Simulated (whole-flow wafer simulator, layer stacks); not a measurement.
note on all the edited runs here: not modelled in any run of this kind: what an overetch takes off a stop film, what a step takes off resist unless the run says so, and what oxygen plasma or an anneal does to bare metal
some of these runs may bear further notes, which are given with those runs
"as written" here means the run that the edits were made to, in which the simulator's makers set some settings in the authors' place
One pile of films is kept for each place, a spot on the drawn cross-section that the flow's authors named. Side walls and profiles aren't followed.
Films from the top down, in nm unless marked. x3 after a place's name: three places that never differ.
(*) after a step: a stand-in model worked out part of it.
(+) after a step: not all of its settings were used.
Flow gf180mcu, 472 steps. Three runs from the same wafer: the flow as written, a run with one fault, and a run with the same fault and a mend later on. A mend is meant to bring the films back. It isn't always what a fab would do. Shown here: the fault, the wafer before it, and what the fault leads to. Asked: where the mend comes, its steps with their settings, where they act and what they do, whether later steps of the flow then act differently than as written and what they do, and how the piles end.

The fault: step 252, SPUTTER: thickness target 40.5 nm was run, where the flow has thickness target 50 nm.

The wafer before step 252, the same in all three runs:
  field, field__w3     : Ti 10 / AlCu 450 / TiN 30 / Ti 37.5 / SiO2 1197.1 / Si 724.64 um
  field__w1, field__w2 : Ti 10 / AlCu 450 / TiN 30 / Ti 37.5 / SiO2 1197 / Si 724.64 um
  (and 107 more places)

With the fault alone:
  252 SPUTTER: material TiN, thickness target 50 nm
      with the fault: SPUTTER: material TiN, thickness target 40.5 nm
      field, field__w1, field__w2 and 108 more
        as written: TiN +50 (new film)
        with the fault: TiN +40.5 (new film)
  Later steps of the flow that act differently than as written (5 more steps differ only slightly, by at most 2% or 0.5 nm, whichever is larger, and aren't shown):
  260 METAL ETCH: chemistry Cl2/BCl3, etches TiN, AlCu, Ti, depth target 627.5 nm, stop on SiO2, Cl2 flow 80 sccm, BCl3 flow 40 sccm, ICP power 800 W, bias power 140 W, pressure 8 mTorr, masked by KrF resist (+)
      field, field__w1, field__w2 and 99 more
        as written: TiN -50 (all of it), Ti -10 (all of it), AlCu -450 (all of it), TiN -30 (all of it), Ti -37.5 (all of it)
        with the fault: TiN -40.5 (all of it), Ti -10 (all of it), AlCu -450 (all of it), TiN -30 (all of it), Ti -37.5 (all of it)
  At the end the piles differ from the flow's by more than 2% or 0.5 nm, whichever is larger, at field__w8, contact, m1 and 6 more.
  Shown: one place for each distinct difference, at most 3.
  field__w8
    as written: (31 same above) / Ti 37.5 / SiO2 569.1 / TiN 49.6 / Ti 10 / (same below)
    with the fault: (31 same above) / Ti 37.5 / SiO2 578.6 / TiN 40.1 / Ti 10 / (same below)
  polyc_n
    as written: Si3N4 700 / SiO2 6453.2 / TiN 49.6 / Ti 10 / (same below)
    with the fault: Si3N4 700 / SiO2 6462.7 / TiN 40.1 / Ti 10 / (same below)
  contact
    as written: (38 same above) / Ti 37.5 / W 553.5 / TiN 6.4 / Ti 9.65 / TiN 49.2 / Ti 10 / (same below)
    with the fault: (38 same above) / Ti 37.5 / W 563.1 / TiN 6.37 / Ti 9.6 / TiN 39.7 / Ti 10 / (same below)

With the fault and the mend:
  The mend comes after step 259.
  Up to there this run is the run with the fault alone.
  259a STRIP: chemistry O2/N2, power 2160 W, pressure 1700 mTorr (*)
      field__w8, contact, m1 and 6 more
        KrF resist -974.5 (all of it)
  259b SPUTTER: material TiN, thickness target 9.5 nm (the flow's step 252 once more, with other settings)
      field, field__w1, field__w2 and 108 more
        TiN +9.5
  259c HMDS: 120 C, 60 s (the flow's step 254 once more)
      changes no film at any place that is followed
  259d COAT: KrF resist, thickness 1000 nm (the flow's step 255 once more)
      field, field__w1, field__w2 and 108 more
        KrF resist +1000 (new film)
  259e SOFTBAKE: KrF resist (the flow's step 256 once more)
      changes no film at any place that is followed
  259f EXPOSE: photomask Metal1 (the flow's step 257 once more)
      changes no film at any place that is followed
  259g PEB: KrF resist, 135 C, 90 s (the flow's step 258 once more)
      field, field__w1, field__w2 and 108 more
        KrF resist -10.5
  259h DEVELOP: thickness 1000 nm, 60 s (the flow's step 259 once more)
      field, field__w1, field__w2 and 99 more
        KrF resist -989.5 (all of it)
      field__w8, contact, m1 and 6 more
        KrF resist -14.9
  No later step of the flow acts differently than as written at any place that is followed.
  At the end the piles are the same as the flow's at every place that both follow.
